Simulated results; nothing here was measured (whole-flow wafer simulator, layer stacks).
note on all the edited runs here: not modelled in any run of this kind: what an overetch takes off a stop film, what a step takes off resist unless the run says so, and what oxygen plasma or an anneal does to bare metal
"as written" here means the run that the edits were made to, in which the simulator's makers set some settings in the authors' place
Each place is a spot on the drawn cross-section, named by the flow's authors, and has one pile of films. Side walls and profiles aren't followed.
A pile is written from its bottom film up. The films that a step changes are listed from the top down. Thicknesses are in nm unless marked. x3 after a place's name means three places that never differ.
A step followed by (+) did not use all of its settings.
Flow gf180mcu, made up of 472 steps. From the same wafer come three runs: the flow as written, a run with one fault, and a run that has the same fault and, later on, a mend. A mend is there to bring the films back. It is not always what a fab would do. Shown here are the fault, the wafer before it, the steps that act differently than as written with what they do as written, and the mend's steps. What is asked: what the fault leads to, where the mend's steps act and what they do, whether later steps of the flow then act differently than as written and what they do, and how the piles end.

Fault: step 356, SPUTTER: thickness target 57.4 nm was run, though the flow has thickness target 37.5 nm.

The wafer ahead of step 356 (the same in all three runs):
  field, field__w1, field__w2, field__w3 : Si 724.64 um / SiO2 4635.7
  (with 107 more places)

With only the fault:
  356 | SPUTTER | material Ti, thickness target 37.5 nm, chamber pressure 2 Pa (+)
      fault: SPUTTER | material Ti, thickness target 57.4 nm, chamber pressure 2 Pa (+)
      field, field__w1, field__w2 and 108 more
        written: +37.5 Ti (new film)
        fault: +57.4 Ti (new film)
  Steps further on in the flow that do not act as written:
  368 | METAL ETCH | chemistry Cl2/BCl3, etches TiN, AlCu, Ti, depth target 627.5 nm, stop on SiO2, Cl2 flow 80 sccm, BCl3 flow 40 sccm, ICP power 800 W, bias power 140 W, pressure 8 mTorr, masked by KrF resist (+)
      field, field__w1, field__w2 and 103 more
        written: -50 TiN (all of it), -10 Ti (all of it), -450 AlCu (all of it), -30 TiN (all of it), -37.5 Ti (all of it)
        fault: -50 TiN (all of it), -10 Ti (all of it), -450 AlCu (all of it), -30 TiN (all of it), -57.4 Ti (all of it)
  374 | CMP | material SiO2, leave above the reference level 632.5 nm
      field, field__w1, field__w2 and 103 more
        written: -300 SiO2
        fault: -280.1 SiO2
  At field__w8, contact, m1, m1__w1, m1_nw, the piles at the end differ from the flow's by more than 2% or 0.5 nm, whichever is larger.
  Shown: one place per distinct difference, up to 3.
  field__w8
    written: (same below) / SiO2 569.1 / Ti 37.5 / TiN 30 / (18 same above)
    fault: (same below) / SiO2 569.1 / Ti 57.4 / TiN 30 / (18 same above)
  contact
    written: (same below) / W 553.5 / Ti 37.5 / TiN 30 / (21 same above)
    fault: (same below) / W 553.5 / Ti 57.4 / TiN 30 / (21 same above)

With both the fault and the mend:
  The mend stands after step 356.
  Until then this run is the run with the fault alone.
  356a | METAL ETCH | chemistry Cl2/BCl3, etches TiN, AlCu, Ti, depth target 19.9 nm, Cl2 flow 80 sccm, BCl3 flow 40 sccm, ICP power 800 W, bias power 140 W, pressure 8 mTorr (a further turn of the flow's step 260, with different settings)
      field, field__w1, field__w2 and 108 more
        -19.9 Ti
  Every later step of the flow that is run acts as written at every place that is followed.
  At every place that both follow, the piles at the end match the flow's.
